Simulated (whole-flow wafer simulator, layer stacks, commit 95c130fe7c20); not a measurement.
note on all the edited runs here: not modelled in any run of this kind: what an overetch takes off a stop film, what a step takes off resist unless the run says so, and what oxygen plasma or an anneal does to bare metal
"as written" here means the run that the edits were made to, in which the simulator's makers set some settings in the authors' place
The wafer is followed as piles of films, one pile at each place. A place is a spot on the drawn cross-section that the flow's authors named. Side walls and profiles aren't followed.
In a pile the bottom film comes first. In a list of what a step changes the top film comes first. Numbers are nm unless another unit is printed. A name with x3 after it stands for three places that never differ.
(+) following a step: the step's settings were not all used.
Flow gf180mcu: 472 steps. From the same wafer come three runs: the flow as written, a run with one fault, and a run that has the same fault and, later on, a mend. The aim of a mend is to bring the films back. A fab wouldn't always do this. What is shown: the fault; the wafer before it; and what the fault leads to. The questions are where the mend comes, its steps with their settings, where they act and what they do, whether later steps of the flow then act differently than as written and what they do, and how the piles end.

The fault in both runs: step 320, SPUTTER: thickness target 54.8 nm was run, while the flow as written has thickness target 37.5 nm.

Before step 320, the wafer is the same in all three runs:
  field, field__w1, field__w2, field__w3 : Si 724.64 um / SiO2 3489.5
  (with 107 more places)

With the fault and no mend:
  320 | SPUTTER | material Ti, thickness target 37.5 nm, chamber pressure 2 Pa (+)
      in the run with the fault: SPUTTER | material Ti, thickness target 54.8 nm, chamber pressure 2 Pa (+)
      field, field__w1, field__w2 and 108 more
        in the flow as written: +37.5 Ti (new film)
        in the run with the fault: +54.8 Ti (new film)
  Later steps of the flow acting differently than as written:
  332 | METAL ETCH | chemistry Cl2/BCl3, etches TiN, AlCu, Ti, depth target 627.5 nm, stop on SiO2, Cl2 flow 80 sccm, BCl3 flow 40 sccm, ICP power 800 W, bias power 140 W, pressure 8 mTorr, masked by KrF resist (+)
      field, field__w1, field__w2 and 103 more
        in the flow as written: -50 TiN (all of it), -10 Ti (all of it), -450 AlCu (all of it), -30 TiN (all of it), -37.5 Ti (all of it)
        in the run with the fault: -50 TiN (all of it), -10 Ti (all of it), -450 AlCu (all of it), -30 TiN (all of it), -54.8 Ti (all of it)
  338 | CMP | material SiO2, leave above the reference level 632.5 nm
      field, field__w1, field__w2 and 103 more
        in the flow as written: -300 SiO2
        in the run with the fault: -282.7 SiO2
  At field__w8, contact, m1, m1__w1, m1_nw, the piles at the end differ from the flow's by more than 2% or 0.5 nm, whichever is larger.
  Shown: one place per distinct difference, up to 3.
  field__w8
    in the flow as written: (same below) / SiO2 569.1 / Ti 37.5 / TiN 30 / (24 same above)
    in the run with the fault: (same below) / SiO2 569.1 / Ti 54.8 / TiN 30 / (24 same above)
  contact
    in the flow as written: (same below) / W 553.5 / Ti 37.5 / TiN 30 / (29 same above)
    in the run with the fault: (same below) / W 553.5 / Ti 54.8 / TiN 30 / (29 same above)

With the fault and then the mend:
  After step 320 comes the mend.
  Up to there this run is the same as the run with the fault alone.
  320a | METAL ETCH | chemistry Cl2/BCl3, etches TiN, AlCu, Ti, depth target 17.3 nm, Cl2 flow 80 sccm, BCl3 flow 40 sccm, ICP power 800 W, bias power 140 W, pressure 8 mTorr (the flow's step 260 again, with other settings)
      field, field__w1, field__w2 and 108 more
        -17.3 Ti
  Later steps of the flow that are run all act as written at every place that is followed.
  By the end, the piles equal the flow's at every place that both follow.
